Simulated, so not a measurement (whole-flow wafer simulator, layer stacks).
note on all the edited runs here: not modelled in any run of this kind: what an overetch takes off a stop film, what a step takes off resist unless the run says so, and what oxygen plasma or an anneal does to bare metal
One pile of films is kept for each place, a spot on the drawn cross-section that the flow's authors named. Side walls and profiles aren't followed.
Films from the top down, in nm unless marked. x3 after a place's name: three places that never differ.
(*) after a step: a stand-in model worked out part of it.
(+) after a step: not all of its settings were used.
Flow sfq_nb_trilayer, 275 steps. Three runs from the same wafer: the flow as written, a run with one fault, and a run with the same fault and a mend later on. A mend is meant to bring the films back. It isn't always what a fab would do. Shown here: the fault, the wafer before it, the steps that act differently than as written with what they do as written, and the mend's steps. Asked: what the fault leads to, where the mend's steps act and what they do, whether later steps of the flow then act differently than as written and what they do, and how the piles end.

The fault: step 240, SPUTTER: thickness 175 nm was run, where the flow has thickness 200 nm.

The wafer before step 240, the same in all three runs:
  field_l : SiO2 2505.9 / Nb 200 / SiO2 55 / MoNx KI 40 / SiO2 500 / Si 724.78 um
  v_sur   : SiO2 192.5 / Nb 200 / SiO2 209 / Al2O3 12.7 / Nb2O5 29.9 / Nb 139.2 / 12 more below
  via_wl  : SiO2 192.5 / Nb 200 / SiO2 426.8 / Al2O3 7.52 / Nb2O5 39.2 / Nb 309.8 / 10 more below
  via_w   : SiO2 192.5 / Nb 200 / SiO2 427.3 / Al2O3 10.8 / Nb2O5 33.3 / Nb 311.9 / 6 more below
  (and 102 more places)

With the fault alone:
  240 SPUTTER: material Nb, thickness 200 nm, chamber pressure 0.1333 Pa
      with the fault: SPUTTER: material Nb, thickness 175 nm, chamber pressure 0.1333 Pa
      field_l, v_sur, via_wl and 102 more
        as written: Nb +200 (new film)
        with the fault: Nb +175 (new film)
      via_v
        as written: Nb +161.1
        with the fault: Nb +140.9
  Later steps of the flow that act differently than as written (4 more steps differ only slightly, by at most 2% or 0.5 nm, whichever is larger, and aren't shown):
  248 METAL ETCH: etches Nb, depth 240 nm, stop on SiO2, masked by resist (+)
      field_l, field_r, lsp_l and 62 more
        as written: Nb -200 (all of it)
        with the fault: Nb -175 (all of it)
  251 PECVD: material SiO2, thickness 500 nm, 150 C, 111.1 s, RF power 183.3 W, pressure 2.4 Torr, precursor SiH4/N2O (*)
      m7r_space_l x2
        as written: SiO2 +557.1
        with the fault: SiO2 +532.1
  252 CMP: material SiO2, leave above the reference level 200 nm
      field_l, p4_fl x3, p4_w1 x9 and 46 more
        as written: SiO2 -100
        with the fault: SiO2 -125
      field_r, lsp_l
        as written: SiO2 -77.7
        with the fault: SiO2 -105.5
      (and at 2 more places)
  At the end the piles differ from the flow's by more than 2% or 0.5 nm, whichever is larger, at v_sur, via_wl, via_w and 68 more.
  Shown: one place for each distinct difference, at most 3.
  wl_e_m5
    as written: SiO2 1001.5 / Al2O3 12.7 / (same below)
    with the fault: SiO2 976.5 / Al2O3 12.7 / (same below)
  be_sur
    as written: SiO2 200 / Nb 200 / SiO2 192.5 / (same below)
    with the fault: SiO2 200 / Nb 175 / SiO2 192.5 / (same below)
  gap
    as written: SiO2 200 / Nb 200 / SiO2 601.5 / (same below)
    with the fault: SiO2 200 / Nb 175 / SiO2 601.5 / (same below)

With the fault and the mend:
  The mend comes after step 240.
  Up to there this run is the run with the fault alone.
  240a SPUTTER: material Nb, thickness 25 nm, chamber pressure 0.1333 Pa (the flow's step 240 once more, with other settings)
      field_l, v_sur, via_wl and 102 more
        Nb +25
      via_v
        Nb +18
  No later step of the flow acts differently than as written, at any place that is followed, by more than 2% or 0.5 nm, whichever is larger.
  At the end the piles differ from the flow's only slightly at the places that both follow, by at most 2% or 0.5 nm, whichever is larger.
